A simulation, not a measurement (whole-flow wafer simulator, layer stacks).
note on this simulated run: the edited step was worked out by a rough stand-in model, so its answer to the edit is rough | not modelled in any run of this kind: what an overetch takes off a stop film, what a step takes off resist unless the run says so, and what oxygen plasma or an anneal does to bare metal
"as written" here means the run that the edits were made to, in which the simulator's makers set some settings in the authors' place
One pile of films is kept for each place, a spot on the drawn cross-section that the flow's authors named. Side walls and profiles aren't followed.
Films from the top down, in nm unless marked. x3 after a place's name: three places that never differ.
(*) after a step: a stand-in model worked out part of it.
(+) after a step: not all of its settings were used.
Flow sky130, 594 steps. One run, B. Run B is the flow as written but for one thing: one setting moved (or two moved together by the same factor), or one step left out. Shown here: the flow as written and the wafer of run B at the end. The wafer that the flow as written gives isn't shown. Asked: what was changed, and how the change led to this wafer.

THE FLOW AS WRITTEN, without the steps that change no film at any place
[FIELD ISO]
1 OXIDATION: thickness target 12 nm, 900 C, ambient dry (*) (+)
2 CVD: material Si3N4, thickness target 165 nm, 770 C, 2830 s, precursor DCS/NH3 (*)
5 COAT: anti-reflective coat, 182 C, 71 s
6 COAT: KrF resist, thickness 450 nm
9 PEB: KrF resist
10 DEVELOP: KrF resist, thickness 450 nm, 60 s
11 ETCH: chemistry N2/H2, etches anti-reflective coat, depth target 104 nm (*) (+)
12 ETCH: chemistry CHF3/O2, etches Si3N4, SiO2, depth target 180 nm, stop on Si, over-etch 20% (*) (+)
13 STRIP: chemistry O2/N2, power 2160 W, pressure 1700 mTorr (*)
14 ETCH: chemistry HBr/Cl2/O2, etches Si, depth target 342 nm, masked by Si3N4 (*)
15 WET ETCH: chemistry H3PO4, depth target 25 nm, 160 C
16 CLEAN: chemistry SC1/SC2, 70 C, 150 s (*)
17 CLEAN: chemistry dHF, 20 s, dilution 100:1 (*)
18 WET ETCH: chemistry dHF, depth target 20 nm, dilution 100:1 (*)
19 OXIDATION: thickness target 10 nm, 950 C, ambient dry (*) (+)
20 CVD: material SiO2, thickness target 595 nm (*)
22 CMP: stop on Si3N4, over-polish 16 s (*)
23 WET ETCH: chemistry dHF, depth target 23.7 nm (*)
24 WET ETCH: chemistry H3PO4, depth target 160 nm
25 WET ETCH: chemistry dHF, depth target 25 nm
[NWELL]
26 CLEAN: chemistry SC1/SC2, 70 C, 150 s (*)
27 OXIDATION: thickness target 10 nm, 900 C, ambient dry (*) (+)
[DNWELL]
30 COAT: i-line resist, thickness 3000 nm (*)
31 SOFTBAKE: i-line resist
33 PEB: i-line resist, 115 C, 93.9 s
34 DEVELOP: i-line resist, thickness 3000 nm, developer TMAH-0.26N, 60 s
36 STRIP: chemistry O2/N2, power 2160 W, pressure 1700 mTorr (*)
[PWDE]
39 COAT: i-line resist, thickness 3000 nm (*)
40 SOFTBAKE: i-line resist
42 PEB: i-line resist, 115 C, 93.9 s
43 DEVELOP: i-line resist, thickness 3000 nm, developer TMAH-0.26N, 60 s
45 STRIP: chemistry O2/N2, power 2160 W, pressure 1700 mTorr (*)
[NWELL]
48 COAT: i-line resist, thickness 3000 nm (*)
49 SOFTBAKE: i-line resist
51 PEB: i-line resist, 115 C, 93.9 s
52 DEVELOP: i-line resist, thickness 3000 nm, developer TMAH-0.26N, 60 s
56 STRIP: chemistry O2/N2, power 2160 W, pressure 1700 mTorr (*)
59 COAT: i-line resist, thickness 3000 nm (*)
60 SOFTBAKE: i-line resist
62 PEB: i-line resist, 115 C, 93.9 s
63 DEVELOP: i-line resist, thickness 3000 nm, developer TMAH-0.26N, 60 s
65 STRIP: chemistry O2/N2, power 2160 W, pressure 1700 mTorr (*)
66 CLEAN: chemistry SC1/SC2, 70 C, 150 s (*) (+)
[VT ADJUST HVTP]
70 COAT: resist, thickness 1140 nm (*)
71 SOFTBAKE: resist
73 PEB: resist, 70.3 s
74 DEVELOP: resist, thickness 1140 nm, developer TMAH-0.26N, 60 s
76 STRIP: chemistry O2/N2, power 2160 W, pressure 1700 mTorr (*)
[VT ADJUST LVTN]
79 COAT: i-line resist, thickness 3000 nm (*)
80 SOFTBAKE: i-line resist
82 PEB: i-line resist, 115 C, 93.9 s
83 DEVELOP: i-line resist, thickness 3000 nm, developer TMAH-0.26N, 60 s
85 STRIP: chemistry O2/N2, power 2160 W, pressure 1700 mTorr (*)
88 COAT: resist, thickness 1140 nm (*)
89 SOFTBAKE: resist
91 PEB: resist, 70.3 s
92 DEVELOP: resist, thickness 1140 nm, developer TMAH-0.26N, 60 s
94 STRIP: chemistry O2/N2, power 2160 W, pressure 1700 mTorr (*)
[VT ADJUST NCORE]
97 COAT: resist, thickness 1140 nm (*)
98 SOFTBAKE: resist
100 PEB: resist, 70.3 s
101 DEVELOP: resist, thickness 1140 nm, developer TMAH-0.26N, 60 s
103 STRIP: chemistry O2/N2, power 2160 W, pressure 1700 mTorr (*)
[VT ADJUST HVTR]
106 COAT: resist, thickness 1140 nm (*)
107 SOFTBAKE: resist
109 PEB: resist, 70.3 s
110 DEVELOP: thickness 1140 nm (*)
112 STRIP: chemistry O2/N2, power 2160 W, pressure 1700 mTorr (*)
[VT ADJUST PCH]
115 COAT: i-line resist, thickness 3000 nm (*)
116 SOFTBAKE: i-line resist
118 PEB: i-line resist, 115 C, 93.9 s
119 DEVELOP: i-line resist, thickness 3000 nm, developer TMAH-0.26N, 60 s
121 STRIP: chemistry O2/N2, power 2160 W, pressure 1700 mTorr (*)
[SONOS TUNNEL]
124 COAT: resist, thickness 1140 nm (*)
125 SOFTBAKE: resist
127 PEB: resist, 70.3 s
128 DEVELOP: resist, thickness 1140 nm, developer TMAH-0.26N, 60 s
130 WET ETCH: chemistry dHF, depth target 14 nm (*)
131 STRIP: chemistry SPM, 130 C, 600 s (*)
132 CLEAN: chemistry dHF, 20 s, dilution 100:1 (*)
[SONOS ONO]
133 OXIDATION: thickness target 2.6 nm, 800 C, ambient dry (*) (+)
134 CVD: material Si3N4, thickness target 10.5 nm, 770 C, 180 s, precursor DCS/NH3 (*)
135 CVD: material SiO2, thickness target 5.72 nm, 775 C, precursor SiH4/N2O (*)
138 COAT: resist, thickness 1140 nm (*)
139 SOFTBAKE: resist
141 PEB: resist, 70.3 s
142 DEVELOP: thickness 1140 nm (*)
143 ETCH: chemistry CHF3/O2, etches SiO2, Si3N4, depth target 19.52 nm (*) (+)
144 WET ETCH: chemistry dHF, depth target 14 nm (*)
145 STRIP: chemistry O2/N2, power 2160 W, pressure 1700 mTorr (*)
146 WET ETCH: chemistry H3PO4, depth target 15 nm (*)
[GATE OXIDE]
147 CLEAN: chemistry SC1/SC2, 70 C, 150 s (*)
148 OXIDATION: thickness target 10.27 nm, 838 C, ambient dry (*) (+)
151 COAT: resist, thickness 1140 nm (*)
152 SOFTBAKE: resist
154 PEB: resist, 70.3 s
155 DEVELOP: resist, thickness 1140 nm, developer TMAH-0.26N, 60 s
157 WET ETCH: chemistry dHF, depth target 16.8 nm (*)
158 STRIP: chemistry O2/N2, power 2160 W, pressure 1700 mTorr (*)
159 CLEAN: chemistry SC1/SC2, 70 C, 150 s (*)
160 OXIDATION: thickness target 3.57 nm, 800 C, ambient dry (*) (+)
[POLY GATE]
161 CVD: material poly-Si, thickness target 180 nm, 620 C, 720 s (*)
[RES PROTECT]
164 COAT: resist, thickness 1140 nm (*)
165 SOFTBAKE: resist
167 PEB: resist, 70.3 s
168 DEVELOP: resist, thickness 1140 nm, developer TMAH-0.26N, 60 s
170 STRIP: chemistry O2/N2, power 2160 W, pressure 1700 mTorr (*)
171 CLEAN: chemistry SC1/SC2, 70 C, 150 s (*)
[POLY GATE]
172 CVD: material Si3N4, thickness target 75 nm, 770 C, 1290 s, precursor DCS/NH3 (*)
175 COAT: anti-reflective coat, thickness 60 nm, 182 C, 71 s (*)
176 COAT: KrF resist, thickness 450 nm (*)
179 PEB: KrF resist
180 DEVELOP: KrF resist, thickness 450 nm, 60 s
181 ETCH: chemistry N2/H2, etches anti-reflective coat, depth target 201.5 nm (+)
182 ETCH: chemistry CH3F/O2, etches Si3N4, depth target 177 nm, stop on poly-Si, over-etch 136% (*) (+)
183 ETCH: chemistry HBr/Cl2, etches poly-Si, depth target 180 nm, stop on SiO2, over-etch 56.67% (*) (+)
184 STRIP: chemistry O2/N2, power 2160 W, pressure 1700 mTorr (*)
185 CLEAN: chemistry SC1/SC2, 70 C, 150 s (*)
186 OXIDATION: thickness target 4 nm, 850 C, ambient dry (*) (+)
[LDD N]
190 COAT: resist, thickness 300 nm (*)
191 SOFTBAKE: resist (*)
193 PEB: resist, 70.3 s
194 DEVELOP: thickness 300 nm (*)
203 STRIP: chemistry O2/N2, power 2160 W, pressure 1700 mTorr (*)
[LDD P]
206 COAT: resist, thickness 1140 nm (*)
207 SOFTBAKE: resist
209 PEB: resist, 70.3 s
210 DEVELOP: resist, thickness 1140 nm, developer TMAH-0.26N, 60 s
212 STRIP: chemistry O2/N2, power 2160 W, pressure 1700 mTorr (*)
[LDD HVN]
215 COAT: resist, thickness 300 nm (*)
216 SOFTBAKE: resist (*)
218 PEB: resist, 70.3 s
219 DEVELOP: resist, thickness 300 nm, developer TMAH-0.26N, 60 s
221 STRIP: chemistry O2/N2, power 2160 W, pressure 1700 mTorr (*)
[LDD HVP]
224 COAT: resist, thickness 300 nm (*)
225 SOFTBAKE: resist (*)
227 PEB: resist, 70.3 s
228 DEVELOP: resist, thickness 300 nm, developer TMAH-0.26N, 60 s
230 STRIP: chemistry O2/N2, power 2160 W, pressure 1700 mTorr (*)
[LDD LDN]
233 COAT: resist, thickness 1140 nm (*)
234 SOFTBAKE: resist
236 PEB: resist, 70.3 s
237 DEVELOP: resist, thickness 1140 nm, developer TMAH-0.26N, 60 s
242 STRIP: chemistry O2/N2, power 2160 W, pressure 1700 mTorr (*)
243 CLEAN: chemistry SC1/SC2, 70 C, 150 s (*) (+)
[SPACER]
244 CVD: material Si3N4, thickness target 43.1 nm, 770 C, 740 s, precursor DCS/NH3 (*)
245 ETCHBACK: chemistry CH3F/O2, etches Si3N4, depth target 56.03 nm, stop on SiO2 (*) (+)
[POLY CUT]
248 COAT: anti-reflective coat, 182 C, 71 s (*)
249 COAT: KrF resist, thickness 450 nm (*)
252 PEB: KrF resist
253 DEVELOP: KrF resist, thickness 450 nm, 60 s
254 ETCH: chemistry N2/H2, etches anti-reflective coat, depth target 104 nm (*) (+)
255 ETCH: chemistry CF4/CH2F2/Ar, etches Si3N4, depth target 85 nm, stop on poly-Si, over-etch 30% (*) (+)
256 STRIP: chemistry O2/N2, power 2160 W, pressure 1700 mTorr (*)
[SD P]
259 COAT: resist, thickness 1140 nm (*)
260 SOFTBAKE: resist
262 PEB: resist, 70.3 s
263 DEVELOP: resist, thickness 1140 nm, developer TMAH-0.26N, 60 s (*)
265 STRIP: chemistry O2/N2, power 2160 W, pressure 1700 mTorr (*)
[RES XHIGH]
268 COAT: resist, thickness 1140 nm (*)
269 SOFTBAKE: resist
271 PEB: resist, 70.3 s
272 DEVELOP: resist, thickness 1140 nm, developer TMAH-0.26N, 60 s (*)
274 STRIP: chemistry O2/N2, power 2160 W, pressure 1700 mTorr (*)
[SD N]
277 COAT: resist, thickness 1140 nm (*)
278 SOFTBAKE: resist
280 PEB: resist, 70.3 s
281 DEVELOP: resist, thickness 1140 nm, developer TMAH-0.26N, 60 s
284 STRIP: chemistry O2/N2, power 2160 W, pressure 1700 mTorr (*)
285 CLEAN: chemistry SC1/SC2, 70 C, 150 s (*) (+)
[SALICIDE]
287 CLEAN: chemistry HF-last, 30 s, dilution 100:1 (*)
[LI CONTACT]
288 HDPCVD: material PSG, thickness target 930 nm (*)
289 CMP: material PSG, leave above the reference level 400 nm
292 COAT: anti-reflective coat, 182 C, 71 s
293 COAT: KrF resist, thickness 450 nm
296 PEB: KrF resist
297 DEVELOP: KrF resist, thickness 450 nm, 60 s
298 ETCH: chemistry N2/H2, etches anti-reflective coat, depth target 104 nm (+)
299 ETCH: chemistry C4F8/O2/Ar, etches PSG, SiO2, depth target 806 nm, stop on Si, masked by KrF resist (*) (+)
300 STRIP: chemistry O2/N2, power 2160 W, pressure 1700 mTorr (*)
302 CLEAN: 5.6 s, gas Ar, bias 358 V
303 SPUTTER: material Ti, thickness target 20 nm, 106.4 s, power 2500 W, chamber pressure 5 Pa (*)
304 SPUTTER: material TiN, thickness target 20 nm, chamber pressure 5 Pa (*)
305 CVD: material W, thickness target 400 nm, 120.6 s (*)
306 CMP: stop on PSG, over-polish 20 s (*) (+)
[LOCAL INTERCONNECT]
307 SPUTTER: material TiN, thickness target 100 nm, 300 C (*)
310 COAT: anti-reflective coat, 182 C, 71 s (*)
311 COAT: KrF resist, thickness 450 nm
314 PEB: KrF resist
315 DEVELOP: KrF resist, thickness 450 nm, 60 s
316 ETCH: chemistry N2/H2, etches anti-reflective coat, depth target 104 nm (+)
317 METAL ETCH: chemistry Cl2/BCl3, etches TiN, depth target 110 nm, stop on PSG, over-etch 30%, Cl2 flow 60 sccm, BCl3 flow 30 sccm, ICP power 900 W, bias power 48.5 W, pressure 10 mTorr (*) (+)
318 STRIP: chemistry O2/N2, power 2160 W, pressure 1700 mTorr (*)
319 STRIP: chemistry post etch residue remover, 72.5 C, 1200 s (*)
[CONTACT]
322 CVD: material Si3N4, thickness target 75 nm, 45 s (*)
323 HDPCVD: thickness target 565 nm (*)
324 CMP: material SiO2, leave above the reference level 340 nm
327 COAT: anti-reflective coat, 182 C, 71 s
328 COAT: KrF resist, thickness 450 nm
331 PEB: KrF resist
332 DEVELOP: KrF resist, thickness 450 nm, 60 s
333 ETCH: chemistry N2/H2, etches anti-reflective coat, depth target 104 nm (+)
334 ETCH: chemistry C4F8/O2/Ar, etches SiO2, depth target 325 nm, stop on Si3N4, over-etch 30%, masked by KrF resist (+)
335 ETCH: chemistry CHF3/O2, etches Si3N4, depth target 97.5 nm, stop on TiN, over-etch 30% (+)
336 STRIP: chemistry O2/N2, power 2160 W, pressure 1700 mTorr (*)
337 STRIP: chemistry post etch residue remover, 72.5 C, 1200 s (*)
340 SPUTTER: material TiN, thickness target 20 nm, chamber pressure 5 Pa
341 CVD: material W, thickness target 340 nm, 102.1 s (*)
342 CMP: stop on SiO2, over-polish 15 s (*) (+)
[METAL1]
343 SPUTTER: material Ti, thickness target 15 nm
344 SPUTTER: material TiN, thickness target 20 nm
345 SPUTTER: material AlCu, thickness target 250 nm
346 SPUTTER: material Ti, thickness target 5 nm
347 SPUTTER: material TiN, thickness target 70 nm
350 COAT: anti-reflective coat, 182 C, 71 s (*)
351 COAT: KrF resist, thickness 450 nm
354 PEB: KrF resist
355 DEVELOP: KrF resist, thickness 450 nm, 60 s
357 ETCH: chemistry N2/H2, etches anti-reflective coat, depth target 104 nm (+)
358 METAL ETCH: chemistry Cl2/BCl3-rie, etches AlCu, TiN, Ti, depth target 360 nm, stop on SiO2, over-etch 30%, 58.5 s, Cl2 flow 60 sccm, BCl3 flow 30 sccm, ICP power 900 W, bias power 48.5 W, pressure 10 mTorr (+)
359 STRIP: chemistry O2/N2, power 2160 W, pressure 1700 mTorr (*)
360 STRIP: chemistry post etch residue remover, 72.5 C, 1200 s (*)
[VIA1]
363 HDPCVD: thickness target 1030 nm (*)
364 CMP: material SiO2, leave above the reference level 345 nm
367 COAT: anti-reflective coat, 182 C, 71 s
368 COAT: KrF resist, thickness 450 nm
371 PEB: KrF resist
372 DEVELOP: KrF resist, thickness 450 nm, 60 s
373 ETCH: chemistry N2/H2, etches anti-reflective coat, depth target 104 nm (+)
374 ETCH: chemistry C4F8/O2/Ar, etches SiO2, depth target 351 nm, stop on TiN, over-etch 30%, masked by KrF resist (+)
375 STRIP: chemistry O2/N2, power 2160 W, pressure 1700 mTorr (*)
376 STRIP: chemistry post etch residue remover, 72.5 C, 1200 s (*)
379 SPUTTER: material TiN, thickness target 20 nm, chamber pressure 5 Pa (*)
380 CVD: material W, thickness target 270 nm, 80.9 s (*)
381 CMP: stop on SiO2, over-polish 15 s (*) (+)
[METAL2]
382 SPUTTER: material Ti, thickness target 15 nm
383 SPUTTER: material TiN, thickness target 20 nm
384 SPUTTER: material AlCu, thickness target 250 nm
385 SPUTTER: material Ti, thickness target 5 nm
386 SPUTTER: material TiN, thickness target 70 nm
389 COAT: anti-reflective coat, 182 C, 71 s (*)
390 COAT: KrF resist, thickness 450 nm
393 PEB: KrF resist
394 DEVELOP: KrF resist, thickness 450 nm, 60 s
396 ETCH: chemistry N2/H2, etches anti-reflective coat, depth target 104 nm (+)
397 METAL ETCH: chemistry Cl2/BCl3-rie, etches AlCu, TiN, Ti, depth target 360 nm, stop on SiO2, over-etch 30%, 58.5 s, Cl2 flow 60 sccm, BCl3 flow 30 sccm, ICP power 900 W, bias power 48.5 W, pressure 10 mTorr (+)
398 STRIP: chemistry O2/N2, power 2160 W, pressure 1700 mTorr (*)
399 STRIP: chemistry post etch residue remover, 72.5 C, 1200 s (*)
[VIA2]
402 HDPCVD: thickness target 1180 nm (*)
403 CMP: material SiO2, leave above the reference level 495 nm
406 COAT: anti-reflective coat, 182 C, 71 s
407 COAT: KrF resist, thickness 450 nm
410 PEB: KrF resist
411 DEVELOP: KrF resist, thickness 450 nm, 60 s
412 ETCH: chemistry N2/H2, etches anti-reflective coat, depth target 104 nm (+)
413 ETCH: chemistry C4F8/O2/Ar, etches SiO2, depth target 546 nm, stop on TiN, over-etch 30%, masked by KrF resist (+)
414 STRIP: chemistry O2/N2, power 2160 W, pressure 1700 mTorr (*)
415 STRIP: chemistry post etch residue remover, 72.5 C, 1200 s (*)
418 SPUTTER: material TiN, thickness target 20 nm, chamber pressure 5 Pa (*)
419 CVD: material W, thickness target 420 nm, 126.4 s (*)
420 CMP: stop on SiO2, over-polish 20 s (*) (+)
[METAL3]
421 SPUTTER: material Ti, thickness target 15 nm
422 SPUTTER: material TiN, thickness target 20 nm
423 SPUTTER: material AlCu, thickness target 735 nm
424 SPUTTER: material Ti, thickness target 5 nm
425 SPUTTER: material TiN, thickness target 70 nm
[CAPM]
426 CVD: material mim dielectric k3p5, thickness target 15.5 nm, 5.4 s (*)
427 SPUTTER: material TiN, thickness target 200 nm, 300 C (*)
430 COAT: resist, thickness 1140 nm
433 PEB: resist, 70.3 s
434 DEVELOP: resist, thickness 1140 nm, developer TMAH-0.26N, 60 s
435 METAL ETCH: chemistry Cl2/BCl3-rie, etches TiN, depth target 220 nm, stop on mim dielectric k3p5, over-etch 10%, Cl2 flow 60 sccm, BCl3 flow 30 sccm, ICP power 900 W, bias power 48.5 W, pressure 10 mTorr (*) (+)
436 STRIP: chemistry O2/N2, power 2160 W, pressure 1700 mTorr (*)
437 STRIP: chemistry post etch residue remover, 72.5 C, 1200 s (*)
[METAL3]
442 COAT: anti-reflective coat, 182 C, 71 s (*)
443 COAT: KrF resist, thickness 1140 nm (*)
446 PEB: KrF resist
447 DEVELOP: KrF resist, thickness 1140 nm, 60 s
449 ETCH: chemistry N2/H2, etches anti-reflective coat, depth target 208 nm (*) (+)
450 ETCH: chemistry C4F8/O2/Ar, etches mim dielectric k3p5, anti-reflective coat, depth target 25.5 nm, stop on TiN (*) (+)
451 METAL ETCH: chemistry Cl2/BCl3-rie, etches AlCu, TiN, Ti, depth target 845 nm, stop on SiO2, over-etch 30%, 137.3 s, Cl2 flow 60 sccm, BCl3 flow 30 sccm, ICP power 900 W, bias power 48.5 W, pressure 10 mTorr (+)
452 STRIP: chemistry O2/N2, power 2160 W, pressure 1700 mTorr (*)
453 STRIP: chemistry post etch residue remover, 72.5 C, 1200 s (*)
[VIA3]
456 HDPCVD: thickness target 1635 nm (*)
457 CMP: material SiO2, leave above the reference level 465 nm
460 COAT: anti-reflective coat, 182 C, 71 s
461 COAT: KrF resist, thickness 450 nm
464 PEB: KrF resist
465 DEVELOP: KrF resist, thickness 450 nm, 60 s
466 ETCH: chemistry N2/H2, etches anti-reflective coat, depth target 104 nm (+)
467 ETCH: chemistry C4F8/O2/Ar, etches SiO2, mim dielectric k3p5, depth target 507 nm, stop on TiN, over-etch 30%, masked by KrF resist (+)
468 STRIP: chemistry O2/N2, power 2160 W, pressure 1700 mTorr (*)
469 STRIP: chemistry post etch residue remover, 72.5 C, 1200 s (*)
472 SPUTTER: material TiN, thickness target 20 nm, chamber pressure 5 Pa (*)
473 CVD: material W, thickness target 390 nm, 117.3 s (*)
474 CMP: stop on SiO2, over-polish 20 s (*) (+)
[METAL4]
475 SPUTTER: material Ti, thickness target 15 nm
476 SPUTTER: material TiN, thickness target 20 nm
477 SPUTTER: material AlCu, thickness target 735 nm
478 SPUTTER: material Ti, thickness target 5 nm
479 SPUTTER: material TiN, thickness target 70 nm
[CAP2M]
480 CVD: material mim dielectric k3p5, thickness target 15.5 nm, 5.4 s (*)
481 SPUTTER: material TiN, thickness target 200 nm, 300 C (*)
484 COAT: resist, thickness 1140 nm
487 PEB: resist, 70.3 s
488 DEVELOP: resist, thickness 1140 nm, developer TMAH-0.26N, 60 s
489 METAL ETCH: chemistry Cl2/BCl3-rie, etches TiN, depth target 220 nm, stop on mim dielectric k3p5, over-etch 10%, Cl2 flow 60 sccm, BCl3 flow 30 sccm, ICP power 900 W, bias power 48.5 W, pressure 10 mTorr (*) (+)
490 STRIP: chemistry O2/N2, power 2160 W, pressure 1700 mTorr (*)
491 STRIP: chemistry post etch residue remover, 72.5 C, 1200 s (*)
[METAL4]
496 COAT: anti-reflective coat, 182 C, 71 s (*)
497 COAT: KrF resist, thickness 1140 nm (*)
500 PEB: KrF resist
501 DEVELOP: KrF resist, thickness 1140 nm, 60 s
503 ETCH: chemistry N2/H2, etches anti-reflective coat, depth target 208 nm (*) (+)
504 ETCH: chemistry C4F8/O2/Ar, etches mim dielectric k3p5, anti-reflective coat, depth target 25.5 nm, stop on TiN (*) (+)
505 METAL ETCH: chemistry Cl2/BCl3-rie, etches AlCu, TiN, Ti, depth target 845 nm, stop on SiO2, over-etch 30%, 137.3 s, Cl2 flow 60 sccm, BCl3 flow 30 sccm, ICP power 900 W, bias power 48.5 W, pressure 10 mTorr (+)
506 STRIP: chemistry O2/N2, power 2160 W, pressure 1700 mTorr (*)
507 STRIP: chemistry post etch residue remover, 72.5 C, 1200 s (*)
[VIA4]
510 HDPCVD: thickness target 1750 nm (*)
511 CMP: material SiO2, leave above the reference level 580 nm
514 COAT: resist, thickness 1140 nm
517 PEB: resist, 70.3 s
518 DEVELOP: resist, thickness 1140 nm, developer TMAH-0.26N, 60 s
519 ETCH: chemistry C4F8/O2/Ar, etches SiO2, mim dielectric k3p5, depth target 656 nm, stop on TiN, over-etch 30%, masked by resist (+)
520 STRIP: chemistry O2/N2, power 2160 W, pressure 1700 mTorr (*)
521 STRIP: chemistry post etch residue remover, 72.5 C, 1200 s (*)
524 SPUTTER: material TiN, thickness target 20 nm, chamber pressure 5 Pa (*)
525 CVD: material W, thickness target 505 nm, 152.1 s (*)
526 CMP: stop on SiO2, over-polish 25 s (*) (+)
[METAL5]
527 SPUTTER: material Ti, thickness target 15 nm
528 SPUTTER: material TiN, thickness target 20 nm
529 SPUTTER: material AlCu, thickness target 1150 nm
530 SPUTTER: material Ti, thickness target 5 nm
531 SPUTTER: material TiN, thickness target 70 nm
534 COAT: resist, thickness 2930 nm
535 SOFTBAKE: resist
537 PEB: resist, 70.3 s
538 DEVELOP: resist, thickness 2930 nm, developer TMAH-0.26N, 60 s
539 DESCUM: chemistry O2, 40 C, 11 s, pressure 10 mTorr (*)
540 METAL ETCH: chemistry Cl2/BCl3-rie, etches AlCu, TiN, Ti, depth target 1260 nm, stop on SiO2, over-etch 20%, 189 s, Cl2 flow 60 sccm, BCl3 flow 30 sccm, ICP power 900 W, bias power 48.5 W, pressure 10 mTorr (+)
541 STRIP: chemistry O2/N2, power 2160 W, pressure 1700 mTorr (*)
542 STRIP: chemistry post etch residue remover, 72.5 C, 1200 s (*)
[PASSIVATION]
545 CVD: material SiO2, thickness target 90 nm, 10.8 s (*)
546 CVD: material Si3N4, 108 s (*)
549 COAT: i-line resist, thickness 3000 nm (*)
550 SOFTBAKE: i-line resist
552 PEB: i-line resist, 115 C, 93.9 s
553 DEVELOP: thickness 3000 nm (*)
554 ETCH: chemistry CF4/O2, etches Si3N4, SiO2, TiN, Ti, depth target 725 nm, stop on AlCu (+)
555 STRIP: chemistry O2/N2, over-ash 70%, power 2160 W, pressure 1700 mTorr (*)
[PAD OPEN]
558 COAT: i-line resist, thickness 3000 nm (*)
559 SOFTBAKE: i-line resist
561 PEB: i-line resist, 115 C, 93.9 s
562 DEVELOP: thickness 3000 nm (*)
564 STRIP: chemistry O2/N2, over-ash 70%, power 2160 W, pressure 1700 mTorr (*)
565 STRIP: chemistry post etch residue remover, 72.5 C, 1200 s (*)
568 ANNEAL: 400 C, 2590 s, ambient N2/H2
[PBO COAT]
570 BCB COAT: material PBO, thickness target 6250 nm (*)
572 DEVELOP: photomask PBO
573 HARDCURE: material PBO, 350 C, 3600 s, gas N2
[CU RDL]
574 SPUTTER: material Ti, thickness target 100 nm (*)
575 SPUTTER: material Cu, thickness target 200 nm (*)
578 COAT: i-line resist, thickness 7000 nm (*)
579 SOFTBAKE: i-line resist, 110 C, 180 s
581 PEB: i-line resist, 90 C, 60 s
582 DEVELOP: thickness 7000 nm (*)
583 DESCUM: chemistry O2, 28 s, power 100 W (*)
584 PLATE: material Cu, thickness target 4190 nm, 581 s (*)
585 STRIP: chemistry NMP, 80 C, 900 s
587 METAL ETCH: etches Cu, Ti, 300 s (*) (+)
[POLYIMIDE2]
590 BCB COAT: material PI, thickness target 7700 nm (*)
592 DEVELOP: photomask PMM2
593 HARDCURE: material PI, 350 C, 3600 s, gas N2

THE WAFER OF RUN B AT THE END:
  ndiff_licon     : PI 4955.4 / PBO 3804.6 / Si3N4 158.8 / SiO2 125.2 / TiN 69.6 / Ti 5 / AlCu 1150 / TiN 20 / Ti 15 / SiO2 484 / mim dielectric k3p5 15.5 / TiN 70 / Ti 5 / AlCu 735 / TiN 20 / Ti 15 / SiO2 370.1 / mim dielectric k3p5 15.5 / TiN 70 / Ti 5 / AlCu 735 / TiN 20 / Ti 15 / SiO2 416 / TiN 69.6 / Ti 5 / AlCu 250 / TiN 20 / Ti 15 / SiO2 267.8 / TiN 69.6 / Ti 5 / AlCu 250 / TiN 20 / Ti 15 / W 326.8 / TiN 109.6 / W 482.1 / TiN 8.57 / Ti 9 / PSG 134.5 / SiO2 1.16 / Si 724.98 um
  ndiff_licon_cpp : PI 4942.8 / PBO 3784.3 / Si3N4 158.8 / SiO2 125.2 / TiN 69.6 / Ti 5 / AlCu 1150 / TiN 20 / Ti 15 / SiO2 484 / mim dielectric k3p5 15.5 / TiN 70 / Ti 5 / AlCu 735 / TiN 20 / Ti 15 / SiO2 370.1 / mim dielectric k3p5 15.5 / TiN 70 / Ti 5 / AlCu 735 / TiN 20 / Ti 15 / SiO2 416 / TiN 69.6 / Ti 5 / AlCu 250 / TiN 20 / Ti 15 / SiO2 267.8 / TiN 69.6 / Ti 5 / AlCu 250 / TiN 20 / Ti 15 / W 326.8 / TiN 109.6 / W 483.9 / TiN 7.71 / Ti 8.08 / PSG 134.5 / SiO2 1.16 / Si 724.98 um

The cause: step 299, ETCH: depth target 504 nm was run, where the flow has depth target 806 nm.

How the change led to this, step by step:
  299 ETCH: chemistry C4F8/O2/Ar, etches PSG, SiO2, depth target 806 nm, stop on Si, masked by KrF resist (*) (+)
      contact, ndiff_licon, ndiff_licon_cpp: PSG -504 (as written it would be: PSG -643.6 (all of it), SiO2 -1.16 (all of it))
      field, active, n_well and 184 more: KrF resist -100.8 (as written it would be: KrF resist -161.2)
  300 STRIP: chemistry O2/N2, power 2160 W, pressure 1700 mTorr (*)
      contact, ndiff_licon, ndiff_licon_cpp: nothing (as written it would be: chemical SiO2 +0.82 (new film), Si -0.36)
      field, active, n_well and 184 more: KrF resist -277 (all of it), anti-reflective coat -80 (all of it) (as written it would be: KrF resist -216.6 (all of it), anti-reflective coat -80 (all of it))
  302 CLEAN: 5.6 s, gas Ar, bias 358 V
      contact, ndiff_licon, ndiff_licon_cpp: PSG -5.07 (as written it would be: chemical SiO2 -0.82 (all of it))
  303 SPUTTER: material Ti, thickness target 20 nm, 106.4 s, power 2500 W, chamber pressure 5 Pa (*)
      ndiff_licon: Ti +9 (new film) (as written it would be: Ti +7.24 (new film))
      ndiff_licon_cpp: Ti +8.08 (new film) (as written it would be: Ti +6.53 (new film))
  304 SPUTTER: material TiN, thickness target 20 nm, chamber pressure 5 Pa (*)
      ndiff_licon: TiN +8.57 (new film) (as written it would be: TiN +6.83 (new film))
      ndiff_licon_cpp: TiN +7.71 (new film) (as written it would be: TiN +6.17 (new film))
  305 CVD: material W, thickness target 400 nm, 120.6 s (*)
      ndiff_licon: W +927 (new film) (as written it would be: W +1066.5 (new film))
      ndiff_licon_cpp: W +928.8 (new film) (as written it would be: W +1067.9 (new film))
  568 ANNEAL: 400 C, 2590 s, ambient N2/H2
      ndiff_licon, ndiff_licon_cpp: nothing (as written it would be: under 37 films: void +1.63 (new film), Ti -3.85, TiSi first +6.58 (new film), Si -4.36)
Counting metal films that touch as one body, ndiff_licon has 5 bodies (between them, from the top down: SiO2 484 / mim dielectric k3p5 15.5; SiO2 370.1 / mim dielectric k3p5 15.5; SiO2 416; SiO2 267.8); the flow as written gives 6 bodies (between them, from the top down: SiO2 484 / mim dielectric k3p5 15.5; SiO2 370.1 / mim dielectric k3p5 15.5; SiO2 416; SiO2 267.8; void 1.78).
Counting metal films that touch as one body, ndiff_licon_cpp has 5 bodies (between them, from the top down: SiO2 484 / mim dielectric k3p5 15.5; SiO2 370.1 / mim dielectric k3p5 15.5; SiO2 416; SiO2 267.8); the flow as written gives 6 bodies (between them, from the top down: SiO2 484 / mim dielectric k3p5 15.5; SiO2 370.1 / mim dielectric k3p5 15.5; SiO2 416; SiO2 267.8; void 1.78).
